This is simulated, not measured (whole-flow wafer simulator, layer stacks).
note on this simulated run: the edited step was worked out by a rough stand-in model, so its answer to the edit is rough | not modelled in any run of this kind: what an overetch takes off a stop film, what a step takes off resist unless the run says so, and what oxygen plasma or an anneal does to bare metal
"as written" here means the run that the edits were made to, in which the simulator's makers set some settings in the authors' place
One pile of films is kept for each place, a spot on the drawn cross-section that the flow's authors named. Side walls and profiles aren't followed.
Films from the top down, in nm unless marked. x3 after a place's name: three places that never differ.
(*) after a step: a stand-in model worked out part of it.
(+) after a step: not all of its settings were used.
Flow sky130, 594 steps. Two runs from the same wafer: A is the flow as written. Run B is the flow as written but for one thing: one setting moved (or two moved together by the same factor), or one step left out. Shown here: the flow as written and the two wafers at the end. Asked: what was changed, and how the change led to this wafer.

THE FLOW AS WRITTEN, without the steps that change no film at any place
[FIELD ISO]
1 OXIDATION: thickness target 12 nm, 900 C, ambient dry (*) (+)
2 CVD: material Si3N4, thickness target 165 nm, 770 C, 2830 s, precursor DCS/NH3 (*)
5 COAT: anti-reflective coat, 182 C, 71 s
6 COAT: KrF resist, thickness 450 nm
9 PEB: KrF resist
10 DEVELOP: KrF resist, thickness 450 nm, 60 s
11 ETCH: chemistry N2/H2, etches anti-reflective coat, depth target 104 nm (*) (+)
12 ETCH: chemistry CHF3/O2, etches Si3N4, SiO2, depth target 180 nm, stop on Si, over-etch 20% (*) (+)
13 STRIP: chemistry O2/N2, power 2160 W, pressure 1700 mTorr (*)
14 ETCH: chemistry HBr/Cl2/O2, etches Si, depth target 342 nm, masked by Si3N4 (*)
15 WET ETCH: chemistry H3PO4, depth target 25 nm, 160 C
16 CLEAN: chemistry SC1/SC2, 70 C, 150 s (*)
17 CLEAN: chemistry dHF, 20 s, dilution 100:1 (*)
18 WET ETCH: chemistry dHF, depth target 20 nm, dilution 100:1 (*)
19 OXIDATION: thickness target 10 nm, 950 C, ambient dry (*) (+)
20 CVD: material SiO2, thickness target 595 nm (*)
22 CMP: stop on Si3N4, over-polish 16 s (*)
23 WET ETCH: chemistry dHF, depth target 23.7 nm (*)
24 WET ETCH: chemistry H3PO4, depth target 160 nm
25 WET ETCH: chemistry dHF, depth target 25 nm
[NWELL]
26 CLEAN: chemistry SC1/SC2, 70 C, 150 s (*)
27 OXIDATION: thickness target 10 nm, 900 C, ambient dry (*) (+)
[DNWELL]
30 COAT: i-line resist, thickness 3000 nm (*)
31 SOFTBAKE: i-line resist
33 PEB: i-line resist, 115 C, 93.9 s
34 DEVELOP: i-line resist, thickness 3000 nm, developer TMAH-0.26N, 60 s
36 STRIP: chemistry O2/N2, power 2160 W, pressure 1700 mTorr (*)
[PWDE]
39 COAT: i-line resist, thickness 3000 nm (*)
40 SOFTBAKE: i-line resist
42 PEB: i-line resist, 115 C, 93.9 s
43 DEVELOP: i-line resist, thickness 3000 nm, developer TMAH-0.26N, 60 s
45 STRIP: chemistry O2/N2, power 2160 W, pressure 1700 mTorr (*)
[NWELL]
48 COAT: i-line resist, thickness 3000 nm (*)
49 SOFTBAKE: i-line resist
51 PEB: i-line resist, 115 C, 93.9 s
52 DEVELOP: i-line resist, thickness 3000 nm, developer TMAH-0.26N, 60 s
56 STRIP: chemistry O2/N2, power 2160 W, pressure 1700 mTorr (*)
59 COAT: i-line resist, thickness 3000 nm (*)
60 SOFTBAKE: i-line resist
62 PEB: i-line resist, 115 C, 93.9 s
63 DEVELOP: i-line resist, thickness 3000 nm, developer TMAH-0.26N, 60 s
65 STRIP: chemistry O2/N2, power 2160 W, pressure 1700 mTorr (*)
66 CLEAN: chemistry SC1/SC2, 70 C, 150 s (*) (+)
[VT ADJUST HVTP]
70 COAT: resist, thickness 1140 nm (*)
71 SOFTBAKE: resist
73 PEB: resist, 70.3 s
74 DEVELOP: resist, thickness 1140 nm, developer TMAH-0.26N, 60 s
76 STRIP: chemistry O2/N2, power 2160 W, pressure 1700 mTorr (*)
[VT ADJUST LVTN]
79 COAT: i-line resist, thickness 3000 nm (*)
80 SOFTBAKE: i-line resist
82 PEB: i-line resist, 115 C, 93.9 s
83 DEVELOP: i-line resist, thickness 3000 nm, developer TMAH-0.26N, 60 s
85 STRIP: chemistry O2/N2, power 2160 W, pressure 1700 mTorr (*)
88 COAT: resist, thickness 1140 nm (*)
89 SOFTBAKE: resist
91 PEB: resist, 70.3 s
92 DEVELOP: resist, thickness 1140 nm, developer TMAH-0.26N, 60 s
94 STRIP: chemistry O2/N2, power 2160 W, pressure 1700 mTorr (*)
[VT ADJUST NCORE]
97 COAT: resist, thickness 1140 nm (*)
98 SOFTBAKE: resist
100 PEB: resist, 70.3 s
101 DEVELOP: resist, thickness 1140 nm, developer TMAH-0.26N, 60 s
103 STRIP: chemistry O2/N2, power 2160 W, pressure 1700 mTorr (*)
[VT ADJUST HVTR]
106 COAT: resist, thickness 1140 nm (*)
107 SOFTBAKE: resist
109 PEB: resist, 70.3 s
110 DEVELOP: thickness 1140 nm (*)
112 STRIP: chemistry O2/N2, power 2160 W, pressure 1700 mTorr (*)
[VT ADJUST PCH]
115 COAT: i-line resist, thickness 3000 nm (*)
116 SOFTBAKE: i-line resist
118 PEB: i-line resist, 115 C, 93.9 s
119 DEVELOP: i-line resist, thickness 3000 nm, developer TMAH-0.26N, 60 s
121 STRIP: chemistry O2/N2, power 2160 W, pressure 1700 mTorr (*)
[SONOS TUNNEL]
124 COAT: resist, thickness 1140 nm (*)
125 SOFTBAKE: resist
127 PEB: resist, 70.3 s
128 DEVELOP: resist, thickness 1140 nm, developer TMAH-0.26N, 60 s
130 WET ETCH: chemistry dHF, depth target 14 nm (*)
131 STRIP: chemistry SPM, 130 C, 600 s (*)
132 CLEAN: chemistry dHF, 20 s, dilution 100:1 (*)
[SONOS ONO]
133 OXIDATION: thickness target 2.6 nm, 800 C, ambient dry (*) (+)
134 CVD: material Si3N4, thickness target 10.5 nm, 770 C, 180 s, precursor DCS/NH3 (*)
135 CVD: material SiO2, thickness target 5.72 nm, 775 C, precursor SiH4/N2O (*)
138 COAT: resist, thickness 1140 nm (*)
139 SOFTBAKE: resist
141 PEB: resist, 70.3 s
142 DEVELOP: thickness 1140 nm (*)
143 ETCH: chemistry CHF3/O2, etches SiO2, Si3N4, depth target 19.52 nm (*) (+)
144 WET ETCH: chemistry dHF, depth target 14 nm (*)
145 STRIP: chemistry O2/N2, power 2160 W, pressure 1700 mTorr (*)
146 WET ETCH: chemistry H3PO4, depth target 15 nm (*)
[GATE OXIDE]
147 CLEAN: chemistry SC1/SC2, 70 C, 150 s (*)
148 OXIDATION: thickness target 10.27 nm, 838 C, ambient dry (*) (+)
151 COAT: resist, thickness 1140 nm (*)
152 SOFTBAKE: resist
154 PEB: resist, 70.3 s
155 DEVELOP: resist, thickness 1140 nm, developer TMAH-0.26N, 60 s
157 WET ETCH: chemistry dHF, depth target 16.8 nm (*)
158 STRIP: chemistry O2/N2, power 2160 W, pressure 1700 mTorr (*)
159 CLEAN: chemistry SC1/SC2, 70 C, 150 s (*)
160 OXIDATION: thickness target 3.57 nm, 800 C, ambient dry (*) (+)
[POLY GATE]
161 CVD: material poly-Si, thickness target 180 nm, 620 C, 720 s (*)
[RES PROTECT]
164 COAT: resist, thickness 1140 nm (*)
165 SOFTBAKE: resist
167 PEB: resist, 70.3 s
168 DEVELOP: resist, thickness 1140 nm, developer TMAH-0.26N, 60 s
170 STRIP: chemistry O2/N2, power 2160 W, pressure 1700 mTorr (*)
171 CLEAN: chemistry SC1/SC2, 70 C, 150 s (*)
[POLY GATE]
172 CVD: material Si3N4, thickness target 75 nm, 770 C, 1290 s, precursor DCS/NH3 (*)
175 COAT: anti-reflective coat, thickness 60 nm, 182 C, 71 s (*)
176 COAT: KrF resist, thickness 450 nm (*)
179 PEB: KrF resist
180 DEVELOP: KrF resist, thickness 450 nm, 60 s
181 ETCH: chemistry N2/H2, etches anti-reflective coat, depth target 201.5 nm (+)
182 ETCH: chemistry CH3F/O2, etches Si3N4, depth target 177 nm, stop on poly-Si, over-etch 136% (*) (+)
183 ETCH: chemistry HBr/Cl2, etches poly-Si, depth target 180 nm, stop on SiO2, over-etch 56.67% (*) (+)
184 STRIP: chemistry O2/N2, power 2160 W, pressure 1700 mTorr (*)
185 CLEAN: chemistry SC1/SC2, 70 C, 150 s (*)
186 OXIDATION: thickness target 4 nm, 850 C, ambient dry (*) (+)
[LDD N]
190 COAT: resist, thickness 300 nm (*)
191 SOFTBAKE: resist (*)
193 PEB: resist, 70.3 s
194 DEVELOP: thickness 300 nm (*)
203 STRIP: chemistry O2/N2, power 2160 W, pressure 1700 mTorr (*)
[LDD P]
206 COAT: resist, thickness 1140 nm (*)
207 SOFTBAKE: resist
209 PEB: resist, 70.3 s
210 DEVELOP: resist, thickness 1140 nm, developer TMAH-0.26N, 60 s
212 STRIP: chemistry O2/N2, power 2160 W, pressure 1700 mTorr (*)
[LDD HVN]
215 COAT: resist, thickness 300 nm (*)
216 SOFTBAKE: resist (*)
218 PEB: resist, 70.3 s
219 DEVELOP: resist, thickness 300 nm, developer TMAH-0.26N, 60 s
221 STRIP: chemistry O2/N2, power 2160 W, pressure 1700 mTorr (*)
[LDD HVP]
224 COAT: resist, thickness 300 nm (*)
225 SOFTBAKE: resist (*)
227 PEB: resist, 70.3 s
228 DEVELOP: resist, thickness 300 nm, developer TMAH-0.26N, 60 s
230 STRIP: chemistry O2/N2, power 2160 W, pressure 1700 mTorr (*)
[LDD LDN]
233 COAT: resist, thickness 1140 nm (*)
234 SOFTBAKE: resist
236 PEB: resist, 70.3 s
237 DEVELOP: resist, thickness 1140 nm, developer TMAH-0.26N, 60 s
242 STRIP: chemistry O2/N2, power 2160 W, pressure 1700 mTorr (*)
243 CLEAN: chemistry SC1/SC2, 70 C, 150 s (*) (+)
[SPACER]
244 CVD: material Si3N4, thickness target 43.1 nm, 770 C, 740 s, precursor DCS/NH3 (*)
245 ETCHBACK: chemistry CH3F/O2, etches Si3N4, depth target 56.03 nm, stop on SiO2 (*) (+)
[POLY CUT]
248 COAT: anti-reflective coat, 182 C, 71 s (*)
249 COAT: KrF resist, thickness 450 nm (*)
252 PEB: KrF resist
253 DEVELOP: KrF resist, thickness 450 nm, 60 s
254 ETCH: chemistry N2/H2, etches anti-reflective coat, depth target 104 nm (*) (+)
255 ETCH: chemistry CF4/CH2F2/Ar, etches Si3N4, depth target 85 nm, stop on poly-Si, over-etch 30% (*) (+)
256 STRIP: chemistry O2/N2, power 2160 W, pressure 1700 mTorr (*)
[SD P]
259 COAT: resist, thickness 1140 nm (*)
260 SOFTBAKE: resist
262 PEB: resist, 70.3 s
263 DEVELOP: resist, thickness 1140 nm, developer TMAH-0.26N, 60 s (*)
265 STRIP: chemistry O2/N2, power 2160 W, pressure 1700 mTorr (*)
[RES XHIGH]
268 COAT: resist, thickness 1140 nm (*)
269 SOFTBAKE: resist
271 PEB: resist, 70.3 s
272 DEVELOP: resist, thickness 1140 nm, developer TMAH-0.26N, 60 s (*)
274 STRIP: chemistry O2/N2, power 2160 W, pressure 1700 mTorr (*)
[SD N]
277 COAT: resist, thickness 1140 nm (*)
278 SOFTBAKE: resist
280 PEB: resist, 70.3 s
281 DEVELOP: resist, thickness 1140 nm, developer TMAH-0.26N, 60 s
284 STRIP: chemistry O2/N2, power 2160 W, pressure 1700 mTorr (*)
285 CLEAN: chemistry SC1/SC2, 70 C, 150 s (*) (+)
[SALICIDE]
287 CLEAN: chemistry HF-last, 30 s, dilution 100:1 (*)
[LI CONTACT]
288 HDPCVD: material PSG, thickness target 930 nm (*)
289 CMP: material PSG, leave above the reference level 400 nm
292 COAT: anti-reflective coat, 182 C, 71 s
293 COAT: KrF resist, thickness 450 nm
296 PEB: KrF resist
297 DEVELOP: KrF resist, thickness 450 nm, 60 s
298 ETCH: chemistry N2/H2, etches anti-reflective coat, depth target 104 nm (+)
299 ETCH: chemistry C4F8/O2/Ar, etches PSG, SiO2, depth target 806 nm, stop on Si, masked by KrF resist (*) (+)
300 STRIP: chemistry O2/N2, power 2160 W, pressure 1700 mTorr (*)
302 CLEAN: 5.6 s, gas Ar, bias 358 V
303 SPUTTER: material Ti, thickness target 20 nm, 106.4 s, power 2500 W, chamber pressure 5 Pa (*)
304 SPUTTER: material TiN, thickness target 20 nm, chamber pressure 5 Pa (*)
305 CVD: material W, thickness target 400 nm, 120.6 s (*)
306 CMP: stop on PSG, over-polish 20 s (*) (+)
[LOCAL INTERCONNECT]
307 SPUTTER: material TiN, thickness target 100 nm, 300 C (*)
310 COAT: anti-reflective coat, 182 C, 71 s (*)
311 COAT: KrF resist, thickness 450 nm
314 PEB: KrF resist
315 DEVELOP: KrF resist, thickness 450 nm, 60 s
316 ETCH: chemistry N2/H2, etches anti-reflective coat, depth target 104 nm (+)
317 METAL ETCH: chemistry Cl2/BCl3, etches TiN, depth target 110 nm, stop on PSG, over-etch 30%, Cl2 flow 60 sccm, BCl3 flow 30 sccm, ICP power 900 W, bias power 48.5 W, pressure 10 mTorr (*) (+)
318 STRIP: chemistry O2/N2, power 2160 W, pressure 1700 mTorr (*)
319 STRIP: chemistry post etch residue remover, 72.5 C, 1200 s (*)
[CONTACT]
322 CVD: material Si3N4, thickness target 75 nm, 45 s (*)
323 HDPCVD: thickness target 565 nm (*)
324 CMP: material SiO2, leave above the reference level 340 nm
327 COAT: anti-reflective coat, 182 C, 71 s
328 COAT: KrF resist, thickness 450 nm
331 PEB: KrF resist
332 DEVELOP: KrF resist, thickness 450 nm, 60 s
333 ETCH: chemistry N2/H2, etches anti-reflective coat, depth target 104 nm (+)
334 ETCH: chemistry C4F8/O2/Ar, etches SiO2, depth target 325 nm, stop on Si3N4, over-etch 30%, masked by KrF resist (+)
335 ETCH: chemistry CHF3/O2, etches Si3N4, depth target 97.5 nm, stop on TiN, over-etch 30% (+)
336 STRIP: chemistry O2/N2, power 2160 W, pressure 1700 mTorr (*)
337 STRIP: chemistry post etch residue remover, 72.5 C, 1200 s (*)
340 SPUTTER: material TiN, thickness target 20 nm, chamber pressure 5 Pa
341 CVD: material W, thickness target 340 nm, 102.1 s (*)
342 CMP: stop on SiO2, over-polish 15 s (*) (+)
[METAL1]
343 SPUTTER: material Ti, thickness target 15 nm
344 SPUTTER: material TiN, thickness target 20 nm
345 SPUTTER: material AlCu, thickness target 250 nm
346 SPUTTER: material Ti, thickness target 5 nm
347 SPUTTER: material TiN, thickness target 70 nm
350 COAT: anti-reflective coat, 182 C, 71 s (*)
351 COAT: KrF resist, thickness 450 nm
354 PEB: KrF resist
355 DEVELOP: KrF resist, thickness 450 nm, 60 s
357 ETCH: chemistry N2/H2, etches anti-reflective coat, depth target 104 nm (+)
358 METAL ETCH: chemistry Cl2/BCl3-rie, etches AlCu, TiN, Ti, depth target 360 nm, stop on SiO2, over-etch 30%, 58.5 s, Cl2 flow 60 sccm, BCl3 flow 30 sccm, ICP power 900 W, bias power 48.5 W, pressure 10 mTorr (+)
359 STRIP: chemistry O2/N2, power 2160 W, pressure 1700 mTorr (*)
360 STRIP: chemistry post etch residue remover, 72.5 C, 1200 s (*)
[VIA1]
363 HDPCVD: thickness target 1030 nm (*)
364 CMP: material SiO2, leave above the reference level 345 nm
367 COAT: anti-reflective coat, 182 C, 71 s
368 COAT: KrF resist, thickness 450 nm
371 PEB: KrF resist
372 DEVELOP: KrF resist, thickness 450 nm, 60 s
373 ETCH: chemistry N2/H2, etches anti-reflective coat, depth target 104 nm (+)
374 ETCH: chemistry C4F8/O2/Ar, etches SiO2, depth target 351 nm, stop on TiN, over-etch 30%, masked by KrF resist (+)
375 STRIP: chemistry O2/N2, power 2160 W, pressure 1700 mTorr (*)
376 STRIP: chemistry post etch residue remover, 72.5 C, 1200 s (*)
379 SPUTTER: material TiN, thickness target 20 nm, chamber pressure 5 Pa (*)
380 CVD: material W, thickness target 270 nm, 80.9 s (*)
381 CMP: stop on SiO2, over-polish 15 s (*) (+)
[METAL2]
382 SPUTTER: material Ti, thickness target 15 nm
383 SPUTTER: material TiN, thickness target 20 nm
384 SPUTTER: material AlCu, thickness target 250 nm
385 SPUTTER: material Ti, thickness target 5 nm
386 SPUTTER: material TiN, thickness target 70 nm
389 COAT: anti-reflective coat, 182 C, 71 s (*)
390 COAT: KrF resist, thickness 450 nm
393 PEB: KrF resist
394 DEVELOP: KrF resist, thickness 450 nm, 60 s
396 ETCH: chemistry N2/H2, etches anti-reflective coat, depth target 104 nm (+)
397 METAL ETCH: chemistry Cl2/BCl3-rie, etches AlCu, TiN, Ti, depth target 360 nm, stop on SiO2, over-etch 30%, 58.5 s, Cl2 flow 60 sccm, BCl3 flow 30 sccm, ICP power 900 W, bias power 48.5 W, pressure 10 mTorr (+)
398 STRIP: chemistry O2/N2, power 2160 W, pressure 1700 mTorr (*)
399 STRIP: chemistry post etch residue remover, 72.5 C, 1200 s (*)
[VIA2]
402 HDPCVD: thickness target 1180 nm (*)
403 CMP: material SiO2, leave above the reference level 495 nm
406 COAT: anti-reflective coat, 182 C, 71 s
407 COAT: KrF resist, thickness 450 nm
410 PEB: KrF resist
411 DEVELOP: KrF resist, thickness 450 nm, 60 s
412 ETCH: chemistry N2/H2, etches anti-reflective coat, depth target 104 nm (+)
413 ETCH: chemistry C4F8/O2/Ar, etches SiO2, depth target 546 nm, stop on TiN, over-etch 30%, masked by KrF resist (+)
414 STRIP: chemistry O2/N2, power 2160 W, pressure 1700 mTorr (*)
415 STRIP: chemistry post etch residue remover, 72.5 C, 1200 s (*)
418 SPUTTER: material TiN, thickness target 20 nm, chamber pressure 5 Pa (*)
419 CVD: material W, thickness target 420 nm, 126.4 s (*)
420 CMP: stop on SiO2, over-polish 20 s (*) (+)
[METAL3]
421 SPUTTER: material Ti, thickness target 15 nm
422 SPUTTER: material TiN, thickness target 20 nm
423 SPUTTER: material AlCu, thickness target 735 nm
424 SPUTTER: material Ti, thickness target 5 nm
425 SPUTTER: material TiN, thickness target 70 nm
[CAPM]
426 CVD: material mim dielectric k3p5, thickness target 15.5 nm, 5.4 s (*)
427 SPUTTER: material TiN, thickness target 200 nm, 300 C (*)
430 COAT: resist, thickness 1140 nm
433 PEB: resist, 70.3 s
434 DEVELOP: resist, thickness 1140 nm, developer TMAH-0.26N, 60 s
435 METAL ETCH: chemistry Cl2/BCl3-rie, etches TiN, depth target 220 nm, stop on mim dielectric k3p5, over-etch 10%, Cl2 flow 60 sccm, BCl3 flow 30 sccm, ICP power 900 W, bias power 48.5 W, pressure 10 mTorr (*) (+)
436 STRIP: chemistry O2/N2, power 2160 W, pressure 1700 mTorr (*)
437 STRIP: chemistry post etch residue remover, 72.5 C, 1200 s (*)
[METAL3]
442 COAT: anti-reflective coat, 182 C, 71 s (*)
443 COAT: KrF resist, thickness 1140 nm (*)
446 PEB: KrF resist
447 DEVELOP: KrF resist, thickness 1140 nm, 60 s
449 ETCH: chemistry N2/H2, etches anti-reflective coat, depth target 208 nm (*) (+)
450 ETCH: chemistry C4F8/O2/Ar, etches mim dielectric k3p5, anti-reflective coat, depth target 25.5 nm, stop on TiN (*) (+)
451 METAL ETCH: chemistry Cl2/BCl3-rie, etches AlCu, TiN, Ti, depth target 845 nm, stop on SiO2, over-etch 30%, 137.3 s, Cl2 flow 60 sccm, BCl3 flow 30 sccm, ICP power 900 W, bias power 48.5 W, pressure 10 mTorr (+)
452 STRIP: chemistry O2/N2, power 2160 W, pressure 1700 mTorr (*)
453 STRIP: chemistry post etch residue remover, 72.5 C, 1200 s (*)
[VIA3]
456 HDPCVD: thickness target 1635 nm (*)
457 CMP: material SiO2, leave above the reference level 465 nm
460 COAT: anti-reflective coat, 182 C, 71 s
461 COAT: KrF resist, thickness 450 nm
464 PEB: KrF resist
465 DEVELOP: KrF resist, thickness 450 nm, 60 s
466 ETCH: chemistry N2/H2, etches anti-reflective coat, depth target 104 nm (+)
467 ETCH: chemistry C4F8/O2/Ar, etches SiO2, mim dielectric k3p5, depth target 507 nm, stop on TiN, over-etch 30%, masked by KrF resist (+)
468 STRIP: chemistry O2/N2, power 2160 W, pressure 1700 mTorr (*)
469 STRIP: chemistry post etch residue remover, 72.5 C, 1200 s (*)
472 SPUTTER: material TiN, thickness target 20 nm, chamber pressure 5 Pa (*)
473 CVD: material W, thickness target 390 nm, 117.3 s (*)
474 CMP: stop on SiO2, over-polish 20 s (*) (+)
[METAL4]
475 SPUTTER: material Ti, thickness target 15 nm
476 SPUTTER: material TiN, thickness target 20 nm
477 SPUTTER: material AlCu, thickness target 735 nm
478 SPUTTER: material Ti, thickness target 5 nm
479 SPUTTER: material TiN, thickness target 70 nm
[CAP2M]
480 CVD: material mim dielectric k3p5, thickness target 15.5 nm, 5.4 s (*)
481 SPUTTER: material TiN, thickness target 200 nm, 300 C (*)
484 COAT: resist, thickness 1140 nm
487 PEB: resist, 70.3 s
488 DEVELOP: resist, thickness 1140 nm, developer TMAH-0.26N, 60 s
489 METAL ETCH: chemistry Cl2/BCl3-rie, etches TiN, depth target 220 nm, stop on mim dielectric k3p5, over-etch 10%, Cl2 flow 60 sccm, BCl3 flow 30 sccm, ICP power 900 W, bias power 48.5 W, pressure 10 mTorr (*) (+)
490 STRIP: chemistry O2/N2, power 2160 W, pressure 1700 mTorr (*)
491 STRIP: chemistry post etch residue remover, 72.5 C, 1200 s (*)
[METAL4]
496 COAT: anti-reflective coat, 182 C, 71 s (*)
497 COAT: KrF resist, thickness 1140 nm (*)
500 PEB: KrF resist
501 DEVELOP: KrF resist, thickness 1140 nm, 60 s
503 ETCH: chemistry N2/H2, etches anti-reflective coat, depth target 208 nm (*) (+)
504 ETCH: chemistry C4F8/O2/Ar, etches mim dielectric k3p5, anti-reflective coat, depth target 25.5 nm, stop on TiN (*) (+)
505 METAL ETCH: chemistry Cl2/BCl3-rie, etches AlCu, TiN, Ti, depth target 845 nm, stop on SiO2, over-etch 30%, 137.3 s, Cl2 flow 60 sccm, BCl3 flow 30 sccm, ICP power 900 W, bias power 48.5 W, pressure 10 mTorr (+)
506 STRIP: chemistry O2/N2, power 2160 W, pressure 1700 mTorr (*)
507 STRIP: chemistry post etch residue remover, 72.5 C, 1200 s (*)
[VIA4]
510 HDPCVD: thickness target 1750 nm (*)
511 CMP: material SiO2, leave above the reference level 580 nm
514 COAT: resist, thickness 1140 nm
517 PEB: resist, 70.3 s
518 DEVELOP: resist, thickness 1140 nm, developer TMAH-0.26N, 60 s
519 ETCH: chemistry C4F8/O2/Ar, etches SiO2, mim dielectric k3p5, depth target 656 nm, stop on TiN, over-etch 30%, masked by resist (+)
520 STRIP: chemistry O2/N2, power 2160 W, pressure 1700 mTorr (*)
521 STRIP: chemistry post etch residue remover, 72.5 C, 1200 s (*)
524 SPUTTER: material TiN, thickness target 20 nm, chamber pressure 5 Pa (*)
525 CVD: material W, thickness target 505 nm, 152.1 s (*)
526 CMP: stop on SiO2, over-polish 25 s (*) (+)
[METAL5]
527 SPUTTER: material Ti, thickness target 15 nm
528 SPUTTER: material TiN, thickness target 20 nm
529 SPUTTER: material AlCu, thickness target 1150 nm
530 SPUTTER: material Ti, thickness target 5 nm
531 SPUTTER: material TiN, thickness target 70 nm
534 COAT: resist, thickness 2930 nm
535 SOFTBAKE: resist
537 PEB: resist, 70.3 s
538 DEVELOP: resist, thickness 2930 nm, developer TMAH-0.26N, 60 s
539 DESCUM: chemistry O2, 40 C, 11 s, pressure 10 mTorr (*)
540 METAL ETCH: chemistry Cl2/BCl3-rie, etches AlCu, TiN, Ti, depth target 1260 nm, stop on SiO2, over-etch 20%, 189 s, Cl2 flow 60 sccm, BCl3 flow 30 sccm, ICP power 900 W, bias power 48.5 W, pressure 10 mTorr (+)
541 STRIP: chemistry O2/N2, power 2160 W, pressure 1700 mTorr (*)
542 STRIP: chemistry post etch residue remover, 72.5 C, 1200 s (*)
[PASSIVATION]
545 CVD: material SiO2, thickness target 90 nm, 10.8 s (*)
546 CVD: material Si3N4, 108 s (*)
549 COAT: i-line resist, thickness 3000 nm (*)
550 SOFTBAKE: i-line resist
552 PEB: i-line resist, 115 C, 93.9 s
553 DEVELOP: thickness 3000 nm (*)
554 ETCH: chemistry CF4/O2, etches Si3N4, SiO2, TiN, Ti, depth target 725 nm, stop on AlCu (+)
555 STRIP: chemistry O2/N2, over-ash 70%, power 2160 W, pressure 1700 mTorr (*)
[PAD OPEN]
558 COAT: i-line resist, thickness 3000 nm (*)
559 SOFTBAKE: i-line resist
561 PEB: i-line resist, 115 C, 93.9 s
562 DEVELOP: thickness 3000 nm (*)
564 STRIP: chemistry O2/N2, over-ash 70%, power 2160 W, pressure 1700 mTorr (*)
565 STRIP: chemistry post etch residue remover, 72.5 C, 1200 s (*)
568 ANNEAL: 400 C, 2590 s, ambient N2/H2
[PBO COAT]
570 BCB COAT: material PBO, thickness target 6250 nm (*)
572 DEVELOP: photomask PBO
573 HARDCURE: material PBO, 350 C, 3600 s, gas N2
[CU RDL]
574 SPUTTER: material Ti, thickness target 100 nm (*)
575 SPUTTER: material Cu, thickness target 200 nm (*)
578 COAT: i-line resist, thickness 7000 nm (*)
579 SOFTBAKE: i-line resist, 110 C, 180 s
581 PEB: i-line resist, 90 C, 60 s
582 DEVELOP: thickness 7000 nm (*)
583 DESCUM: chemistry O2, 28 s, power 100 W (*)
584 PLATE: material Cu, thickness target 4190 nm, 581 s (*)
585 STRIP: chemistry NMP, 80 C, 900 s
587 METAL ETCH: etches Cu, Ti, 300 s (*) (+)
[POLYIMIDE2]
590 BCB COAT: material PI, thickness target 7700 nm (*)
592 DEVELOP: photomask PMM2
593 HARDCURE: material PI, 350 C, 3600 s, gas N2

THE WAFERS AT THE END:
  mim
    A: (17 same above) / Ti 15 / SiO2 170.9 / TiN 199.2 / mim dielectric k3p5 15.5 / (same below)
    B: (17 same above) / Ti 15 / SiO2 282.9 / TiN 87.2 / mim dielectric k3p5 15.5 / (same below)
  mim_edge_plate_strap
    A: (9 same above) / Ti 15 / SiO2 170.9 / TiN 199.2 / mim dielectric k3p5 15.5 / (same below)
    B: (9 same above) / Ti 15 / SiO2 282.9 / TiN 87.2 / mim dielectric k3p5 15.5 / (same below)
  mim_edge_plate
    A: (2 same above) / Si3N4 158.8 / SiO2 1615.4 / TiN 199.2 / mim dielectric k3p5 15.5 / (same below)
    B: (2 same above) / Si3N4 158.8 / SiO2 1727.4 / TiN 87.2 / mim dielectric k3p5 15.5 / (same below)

The cause: step 427, SPUTTER: thickness target 88 nm was run, where the flow has thickness target 200 nm.

How the change led to this, step by step:
  427 SPUTTER: material TiN, thickness target 200 nm, 300 C (*)
      field, active, n_well and 188 more: A TiN +200 (new film) | B TiN +88 (new film)
  435 METAL ETCH: chemistry Cl2/BCl3-rie, etches TiN, depth target 220 nm, stop on mim dielectric k3p5, over-etch 10%, Cl2 flow 60 sccm, BCl3 flow 30 sccm, ICP power 900 W, bias power 48.5 W, pressure 10 mTorr (*) (+)
      field, active, n_well and 185 more: A TiN -200 (all of it) | B TiN -88 (all of it)
      mim, mim_edge_plate_strap, mim_edge_plate: A resist -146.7 | B resist -64.5
  436 STRIP: chemistry O2/N2, power 2160 W, pressure 1700 mTorr (*)
      mim, mim_edge_plate_strap, mim_edge_plate: A resist -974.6 (all of it) | B resist -1056.7 (all of it)
  442 COAT: anti-reflective coat, 182 C, 71 s (*)
      rpm_encl, rpm_encl_psd, rpm_encl_urpm: A anti-reflective coat +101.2 (new film) | B anti-reflective coat +97.4 (new film)
      poly_licon, rpo_hd_licon: A anti-reflective coat +57.6 (new film) | B anti-reflective coat +82.4 (new film)
      (and at 9 more places)
  443 COAT: KrF resist, thickness 1140 nm (*)
      mim_edge_plate_strap, mim_edge_plate: A KrF resist +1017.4 (new film) | B KrF resist +1129.4 (new film)
      poly_licon, rpo_hd_licon: A KrF resist +1171.3 (new film) | B KrF resist +1142.9 (new film)
      (and at 3 more places)
  447 DEVELOP: KrF resist, thickness 1140 nm, 60 s
      poly_licon, rpo_hd_licon: A KrF resist -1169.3 (all of it) | B KrF resist -1141 (all of it)
      rxpo_ln: A KrF resist -1165.6 (all of it) | B KrF resist -1136.5 (all of it)
  449 ETCH: chemistry N2/H2, etches anti-reflective coat, depth target 208 nm (*) (+)
      rpm_encl, rpm_encl_psd, rpm_encl_urpm: A anti-reflective coat -101.2 (all of it) | B anti-reflective coat -97.4 (all of it)
      poly_licon, rpo_hd_licon: A anti-reflective coat -57.6 (all of it) | B anti-reflective coat -82.4 (all of it)
      (and at 3 more places)
  452 STRIP: chemistry O2/N2, power 2160 W, pressure 1700 mTorr (*)
      mim_edge_plate_strap, mim_edge_plate: A KrF resist -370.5 (all of it), anti-reflective coat -3 (all of it) | B KrF resist -482.3 (all of it), anti-reflective coat -3 (all of it)
      mim: A KrF resist -378.7 (all of it), anti-reflective coat -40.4 (all of it) | B KrF resist -464.7 (all of it), anti-reflective coat -34.9 (all of it)
      (and at 5 more places)
  457 CMP: material SiO2, leave above the reference level 465 nm
      mim, mim_edge_plate_strap, mim_edge_plate: A SiO2 -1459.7 | B SiO2 -1347.7
